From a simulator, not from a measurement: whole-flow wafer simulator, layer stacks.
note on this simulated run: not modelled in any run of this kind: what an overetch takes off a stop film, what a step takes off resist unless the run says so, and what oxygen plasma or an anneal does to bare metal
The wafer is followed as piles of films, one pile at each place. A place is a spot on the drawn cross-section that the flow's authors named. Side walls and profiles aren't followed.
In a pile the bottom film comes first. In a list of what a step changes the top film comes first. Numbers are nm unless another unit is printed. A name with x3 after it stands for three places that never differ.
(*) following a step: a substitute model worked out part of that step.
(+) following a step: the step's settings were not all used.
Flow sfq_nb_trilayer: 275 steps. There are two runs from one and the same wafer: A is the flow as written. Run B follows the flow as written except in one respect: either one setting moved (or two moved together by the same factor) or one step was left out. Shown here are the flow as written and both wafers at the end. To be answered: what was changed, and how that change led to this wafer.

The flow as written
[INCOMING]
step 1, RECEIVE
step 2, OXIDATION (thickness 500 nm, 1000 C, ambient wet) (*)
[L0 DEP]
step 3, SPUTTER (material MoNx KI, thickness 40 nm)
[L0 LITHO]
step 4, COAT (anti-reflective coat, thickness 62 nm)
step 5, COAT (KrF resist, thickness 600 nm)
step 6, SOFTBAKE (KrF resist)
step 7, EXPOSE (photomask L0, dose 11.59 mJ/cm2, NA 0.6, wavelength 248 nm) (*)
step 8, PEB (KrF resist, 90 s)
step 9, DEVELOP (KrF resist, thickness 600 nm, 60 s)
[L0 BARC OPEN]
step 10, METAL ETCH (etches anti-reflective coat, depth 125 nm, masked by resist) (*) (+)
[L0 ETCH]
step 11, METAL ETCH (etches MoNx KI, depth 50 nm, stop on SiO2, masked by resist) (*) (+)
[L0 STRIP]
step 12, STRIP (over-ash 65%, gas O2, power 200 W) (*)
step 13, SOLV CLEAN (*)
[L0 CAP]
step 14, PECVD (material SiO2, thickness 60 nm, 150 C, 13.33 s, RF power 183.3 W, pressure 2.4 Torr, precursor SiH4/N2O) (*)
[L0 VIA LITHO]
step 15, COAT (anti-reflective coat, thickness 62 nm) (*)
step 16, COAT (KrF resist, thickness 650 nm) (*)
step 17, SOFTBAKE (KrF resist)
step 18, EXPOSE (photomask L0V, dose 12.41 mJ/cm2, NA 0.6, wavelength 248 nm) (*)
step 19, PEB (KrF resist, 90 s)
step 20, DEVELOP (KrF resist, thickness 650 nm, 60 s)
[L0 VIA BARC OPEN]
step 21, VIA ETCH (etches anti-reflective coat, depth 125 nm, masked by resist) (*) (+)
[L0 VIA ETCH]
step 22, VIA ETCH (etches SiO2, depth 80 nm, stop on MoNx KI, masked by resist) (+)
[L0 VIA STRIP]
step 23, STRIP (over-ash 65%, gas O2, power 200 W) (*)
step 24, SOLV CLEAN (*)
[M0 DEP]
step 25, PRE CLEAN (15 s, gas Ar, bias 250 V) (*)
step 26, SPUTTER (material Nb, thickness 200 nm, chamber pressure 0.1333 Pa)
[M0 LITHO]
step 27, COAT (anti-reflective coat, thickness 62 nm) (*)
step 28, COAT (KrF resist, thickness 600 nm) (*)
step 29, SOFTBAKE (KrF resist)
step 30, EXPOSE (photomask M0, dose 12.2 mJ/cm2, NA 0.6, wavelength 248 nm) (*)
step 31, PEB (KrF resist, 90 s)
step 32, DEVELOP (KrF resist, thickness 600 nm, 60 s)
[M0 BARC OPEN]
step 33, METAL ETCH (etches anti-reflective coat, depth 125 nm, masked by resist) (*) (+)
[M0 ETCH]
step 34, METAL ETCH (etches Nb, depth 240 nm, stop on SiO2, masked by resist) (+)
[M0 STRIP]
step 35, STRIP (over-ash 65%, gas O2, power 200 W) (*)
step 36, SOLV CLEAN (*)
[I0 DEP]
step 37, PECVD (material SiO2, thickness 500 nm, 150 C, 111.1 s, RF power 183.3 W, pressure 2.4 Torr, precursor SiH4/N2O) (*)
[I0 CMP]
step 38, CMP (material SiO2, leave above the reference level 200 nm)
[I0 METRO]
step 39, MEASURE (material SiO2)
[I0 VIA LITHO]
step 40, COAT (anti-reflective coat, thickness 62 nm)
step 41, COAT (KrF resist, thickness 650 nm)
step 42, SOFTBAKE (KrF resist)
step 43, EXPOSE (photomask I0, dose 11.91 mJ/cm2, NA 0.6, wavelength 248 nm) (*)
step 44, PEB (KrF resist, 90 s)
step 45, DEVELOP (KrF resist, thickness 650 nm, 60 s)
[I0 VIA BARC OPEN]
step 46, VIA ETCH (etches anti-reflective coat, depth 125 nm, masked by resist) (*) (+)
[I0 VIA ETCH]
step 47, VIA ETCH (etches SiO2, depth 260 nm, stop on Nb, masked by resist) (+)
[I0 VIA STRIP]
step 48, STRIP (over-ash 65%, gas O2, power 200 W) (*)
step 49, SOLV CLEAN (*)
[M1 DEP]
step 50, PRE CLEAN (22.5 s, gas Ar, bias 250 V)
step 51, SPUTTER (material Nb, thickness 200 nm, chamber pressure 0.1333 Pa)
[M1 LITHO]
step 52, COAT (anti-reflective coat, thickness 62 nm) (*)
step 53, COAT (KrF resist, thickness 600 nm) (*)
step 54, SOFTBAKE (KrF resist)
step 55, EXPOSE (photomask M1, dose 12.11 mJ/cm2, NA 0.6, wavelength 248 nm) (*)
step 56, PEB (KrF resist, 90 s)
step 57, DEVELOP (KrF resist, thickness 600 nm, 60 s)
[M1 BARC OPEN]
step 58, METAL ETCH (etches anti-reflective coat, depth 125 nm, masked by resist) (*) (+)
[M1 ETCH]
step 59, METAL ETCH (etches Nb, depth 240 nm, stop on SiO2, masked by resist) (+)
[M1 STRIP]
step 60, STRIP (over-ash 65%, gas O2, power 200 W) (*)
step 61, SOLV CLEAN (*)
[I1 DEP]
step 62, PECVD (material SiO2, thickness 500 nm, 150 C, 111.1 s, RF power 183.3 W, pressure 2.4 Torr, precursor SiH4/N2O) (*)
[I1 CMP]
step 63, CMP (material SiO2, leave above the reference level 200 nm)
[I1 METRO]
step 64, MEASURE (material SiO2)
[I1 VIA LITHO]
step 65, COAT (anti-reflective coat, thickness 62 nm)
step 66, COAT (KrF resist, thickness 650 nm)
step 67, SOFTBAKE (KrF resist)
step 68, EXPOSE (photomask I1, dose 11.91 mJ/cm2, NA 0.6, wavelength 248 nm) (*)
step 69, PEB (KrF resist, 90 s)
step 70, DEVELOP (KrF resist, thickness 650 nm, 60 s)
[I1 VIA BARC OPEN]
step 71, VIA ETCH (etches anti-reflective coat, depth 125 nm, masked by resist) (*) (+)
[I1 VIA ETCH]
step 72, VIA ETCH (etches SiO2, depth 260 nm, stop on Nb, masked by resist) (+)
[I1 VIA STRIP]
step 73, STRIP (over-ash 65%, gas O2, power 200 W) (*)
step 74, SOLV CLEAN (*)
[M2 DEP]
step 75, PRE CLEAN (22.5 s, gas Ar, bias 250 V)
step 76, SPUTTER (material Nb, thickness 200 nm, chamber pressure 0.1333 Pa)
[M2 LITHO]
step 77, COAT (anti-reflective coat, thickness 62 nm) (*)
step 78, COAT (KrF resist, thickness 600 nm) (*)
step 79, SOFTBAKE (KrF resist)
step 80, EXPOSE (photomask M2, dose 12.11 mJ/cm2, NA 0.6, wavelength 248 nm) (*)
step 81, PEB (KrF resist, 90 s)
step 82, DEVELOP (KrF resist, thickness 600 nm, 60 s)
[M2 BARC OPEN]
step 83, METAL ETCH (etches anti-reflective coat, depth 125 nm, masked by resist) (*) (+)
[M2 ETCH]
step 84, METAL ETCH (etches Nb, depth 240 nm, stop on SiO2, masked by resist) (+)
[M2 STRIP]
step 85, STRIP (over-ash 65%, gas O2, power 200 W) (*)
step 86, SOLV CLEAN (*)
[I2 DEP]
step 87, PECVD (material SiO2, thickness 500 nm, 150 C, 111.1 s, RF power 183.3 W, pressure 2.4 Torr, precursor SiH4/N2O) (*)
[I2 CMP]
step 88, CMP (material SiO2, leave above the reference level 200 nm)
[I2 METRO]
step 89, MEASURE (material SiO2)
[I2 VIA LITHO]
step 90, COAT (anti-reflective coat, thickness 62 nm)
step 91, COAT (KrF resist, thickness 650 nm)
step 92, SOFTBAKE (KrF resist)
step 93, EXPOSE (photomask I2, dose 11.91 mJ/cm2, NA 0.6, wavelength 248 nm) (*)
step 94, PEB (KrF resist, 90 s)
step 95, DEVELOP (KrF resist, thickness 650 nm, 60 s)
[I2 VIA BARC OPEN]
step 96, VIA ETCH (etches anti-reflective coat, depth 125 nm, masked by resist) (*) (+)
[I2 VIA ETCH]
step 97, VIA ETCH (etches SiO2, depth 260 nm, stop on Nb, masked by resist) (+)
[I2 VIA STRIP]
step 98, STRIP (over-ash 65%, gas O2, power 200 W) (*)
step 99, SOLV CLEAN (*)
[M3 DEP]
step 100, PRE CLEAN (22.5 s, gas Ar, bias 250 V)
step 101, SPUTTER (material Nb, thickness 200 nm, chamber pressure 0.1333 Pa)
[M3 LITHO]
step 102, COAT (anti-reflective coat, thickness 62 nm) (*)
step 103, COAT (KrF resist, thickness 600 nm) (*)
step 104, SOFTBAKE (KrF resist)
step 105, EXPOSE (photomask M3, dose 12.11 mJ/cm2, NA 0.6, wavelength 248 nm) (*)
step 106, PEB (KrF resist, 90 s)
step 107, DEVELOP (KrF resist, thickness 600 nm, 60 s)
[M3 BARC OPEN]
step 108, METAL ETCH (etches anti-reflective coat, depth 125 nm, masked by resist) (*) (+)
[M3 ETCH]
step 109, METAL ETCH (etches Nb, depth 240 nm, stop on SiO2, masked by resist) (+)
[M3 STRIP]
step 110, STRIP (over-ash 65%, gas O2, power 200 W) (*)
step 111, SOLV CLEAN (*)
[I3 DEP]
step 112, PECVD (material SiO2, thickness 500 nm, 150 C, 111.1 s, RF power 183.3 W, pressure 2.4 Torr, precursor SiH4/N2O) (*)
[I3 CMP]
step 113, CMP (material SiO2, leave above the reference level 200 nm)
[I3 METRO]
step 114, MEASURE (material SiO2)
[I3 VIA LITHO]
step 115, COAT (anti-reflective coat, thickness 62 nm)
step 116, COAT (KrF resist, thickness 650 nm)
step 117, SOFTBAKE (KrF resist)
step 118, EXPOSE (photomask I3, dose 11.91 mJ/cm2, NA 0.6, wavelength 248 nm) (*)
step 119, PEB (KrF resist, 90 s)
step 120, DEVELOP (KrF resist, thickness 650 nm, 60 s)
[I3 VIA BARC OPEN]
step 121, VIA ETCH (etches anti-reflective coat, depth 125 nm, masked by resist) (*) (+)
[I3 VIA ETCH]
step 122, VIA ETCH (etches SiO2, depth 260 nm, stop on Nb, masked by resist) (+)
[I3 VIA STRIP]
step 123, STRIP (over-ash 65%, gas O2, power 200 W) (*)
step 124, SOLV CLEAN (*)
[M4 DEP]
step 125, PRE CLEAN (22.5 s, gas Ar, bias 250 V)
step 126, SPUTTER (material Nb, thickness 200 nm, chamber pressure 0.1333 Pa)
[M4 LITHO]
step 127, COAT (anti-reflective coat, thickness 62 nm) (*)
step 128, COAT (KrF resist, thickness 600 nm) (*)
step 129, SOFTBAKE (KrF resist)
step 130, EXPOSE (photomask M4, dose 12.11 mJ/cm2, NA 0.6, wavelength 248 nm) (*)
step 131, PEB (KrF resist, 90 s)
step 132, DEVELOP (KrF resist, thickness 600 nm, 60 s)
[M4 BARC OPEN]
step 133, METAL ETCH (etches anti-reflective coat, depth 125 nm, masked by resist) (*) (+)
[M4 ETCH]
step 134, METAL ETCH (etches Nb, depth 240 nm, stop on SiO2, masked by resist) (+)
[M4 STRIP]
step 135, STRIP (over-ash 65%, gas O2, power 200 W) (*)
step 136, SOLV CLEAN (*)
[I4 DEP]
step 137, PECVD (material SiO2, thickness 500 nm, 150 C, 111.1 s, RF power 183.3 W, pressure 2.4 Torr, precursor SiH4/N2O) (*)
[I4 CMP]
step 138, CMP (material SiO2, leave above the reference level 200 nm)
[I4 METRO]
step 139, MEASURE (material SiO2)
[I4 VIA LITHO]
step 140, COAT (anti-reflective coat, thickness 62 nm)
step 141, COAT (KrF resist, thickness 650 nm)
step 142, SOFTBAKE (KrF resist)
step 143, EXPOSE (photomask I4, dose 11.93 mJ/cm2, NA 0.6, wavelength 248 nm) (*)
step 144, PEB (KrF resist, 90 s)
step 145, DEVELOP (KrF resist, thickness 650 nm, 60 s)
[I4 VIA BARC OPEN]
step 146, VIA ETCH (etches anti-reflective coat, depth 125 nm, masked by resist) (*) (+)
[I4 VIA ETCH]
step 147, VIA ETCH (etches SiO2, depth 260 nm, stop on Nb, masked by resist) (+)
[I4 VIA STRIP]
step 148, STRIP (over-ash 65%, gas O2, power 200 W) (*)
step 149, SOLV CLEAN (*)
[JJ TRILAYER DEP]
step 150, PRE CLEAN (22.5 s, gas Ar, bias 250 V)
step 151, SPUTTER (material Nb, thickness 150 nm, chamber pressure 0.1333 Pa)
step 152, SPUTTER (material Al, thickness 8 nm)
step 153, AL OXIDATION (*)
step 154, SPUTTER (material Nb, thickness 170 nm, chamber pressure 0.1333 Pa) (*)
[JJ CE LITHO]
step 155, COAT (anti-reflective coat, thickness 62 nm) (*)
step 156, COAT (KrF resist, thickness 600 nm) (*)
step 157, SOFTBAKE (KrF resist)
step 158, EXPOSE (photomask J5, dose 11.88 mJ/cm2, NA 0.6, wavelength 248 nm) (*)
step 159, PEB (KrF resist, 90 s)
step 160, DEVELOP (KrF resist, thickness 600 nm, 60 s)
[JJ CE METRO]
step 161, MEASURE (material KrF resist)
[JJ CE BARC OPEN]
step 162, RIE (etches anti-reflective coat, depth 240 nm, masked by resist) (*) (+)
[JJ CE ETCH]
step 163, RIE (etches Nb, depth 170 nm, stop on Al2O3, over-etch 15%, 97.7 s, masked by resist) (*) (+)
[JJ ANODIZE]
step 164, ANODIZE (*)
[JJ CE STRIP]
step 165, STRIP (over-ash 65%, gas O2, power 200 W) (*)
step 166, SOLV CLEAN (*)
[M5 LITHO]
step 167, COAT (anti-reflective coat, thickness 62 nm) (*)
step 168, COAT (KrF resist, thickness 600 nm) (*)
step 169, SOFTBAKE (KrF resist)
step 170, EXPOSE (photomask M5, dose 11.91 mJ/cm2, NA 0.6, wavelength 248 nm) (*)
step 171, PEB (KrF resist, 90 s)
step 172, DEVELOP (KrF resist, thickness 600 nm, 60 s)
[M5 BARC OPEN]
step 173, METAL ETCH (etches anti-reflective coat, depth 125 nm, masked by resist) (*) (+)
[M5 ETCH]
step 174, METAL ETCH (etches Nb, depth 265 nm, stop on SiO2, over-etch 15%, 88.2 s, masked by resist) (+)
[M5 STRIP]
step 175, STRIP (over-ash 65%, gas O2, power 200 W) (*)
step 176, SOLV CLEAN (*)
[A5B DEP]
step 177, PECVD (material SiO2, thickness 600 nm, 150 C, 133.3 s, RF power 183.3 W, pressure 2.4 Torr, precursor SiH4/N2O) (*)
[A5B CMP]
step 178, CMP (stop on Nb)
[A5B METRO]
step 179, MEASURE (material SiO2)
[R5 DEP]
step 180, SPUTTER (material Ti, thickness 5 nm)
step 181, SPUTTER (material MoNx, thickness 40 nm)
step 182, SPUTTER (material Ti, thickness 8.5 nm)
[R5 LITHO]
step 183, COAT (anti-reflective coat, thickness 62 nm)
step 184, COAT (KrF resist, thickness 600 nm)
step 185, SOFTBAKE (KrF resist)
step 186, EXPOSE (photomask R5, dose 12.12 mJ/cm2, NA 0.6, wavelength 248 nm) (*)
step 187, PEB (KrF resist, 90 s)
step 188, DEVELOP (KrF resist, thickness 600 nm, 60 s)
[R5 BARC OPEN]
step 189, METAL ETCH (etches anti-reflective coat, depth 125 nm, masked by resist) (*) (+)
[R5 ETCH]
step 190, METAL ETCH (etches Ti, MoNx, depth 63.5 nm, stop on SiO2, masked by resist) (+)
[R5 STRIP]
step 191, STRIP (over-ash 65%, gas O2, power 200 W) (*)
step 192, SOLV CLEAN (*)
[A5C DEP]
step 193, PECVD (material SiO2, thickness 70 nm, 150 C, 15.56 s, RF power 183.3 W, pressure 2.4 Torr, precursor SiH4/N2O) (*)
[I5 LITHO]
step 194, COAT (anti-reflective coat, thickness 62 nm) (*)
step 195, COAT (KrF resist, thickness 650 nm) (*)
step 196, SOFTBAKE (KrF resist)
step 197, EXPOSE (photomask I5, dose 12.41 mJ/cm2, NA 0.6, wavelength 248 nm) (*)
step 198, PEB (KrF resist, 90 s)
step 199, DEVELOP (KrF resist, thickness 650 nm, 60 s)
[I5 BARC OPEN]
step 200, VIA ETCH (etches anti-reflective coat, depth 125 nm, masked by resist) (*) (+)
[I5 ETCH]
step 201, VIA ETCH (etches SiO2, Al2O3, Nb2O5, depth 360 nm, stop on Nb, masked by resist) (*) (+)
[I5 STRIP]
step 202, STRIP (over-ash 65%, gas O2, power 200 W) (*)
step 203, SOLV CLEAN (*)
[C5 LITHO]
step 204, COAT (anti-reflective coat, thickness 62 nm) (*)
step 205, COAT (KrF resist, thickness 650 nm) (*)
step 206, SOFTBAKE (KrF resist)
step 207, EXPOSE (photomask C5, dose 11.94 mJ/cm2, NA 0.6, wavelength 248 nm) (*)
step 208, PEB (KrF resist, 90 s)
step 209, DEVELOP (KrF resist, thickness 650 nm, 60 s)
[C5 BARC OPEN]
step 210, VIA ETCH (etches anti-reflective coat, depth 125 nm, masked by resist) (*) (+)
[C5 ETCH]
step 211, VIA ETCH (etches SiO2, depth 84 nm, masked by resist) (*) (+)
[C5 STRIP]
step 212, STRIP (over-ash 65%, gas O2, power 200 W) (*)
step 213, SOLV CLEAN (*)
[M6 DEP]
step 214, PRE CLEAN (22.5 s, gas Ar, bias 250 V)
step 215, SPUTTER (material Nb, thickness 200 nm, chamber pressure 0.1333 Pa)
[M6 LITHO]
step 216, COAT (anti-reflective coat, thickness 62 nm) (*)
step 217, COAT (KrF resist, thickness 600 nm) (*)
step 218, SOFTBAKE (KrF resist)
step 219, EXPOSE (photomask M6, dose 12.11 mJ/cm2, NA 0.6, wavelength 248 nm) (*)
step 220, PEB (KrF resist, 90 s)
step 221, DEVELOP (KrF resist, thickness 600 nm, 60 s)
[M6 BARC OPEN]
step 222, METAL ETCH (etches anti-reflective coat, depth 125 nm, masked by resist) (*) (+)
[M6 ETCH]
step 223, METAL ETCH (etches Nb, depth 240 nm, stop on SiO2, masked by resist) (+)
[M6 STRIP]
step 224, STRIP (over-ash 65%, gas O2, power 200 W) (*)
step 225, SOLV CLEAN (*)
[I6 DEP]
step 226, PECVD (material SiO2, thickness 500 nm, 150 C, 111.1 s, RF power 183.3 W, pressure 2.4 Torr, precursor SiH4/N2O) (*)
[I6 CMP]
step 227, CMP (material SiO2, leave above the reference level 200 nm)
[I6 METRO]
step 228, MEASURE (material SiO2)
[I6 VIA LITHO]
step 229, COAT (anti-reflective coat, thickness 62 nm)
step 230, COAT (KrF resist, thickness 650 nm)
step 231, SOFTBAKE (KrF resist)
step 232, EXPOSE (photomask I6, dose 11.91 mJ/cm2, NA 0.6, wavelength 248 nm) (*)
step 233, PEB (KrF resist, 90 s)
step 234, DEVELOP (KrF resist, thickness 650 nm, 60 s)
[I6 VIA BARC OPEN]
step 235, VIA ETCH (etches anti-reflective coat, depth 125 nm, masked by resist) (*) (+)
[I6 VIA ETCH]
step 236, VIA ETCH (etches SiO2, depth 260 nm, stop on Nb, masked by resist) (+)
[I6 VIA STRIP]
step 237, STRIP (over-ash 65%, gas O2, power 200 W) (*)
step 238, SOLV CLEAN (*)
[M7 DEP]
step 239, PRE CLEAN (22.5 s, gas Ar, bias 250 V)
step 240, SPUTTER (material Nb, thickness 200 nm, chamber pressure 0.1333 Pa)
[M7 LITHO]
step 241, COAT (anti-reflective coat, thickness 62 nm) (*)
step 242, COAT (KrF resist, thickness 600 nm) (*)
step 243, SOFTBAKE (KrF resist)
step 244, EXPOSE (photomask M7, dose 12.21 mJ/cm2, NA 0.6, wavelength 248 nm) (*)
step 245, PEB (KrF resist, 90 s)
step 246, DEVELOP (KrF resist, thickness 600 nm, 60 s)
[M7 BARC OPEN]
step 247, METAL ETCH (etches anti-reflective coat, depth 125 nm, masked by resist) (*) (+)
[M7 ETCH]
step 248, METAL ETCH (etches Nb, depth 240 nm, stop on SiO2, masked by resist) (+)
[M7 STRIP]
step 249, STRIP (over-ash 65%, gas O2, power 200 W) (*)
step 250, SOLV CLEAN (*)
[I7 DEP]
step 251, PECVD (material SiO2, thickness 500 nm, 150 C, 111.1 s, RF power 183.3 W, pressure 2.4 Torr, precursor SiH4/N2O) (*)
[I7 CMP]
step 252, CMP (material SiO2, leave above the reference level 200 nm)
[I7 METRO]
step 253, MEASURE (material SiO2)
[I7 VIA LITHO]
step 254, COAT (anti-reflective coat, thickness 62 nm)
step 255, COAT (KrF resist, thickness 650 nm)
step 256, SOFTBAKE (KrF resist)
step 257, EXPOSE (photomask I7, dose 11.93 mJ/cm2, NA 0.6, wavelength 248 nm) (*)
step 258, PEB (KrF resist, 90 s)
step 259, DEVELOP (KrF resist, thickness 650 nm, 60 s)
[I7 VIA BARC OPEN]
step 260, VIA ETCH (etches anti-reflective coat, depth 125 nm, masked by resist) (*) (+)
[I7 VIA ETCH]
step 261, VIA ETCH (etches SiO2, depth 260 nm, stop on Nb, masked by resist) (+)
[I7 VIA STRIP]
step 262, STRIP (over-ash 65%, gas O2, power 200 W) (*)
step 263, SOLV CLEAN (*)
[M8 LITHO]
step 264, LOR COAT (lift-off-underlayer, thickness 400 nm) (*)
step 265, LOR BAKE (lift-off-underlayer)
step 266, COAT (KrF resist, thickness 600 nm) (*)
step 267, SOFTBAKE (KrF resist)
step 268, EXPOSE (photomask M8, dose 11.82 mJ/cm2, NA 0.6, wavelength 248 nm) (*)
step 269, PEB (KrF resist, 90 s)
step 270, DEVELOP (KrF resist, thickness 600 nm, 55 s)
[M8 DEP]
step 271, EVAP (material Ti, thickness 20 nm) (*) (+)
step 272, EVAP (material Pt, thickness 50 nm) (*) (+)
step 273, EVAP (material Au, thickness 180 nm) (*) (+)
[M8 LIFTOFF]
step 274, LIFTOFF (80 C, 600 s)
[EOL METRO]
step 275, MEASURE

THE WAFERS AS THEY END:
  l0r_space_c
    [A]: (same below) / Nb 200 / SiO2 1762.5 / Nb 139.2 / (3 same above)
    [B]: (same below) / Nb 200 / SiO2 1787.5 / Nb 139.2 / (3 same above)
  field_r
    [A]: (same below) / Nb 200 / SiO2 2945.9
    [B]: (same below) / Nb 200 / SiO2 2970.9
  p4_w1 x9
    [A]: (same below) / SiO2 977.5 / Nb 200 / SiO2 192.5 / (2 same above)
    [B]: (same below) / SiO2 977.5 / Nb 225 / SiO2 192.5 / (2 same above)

The reason: step 101, SPUTTER: thickness 225 nm was run, whereas the flow has thickness 200 nm.
One can read it off the wafer: p4_w1 x9 has Nb 225, and step 101 as written asks for 200 nm.

Step by step, how the change led to this:
  step 101, SPUTTER (material Nb, thickness 200 nm, chamber pressure 0.1333 Pa)
      field_l, v_sur, via_wl and 102 more: A +200 Nb (new film) | B +225 Nb (new film)
      via_w: A +165.5 Nb | B +186.5 Nb
  step 102, COAT (anti-reflective coat, thickness 62 nm) (*)
      via_wr: A +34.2 anti-reflective coat (new film) | B +35.1 anti-reflective coat (new film)
  step 109, METAL ETCH (etches Nb, depth 240 nm, stop on SiO2, masked by resist) (+)
      field_l, be, be_sur and 72 more: A -200 Nb (all of it) | B -225 Nb (all of it)
  step 110, STRIP (over-ash 65%, gas O2, power 200 W) (*)
      via_wr: A -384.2 KrF resist (all of it), -34.2 anti-reflective coat (all of it) | B -383.1 KrF resist (all of it), -35.1 anti-reflective coat (all of it)
  step 112, PECVD (material SiO2, thickness 500 nm, 150 C, 111.1 s, RF power 183.3 W, pressure 2.4 Torr, precursor SiH4/N2O) (*)
      p4_g1 x2, p3_s0 x6: A +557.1 SiO2 | B +582.1 SiO2
  step 113, CMP (material SiO2, leave above the reference level 200 nm)
      field_l, be, be_sur and 64 more: A -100 SiO2 | B -75 SiO2
